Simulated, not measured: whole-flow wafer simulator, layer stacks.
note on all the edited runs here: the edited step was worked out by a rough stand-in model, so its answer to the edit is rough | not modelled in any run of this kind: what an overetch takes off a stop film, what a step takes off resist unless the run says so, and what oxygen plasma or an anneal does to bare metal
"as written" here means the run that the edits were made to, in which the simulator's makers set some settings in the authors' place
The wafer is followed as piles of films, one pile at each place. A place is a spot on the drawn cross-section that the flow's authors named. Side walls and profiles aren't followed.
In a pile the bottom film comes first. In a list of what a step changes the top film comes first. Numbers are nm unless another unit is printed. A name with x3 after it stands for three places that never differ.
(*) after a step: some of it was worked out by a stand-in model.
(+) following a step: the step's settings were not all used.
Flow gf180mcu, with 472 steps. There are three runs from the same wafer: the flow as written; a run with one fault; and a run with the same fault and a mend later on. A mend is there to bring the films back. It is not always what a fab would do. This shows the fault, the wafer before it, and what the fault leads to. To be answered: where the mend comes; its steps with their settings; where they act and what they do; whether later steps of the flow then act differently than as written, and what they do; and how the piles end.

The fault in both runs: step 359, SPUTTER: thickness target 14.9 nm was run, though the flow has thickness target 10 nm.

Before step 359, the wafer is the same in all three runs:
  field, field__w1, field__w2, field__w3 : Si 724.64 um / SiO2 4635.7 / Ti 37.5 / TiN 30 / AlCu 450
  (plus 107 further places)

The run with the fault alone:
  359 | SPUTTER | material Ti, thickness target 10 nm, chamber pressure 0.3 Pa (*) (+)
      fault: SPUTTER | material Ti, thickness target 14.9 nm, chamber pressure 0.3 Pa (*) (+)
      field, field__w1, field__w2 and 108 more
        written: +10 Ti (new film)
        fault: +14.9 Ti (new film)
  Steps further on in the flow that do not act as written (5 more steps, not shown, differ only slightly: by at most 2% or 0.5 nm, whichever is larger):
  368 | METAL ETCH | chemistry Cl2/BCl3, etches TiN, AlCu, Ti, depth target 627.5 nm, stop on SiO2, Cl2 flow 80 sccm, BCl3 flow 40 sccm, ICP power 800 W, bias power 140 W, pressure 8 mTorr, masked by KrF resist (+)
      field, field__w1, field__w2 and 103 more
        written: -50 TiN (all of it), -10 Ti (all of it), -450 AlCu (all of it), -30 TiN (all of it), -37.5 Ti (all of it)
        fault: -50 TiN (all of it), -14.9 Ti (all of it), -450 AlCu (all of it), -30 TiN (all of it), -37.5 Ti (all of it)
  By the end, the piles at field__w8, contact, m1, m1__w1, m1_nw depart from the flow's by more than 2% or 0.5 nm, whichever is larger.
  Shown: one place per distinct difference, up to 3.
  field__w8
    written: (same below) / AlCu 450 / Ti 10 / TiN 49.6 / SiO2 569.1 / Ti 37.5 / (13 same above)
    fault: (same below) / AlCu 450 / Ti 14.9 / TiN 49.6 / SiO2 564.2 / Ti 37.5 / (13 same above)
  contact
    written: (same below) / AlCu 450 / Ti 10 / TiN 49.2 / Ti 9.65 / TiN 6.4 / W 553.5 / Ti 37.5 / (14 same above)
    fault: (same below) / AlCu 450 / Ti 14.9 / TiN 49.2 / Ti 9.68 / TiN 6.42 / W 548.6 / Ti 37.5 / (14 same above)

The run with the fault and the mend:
  After step 359 comes the mend.
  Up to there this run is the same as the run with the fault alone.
  359a | METAL ETCH | chemistry Cl2/BCl3, etches TiN, AlCu, Ti, depth target 4.9 nm, Cl2 flow 80 sccm, BCl3 flow 40 sccm, ICP power 800 W, bias power 140 W, pressure 8 mTorr (the flow's step 260, run once more with other settings)
      field, field__w1, field__w2 and 108 more
        -4.9 Ti
  Every later step of the flow that is run acts as written at every place that is followed.
  The piles end the same as the flow's at every place that both follow.
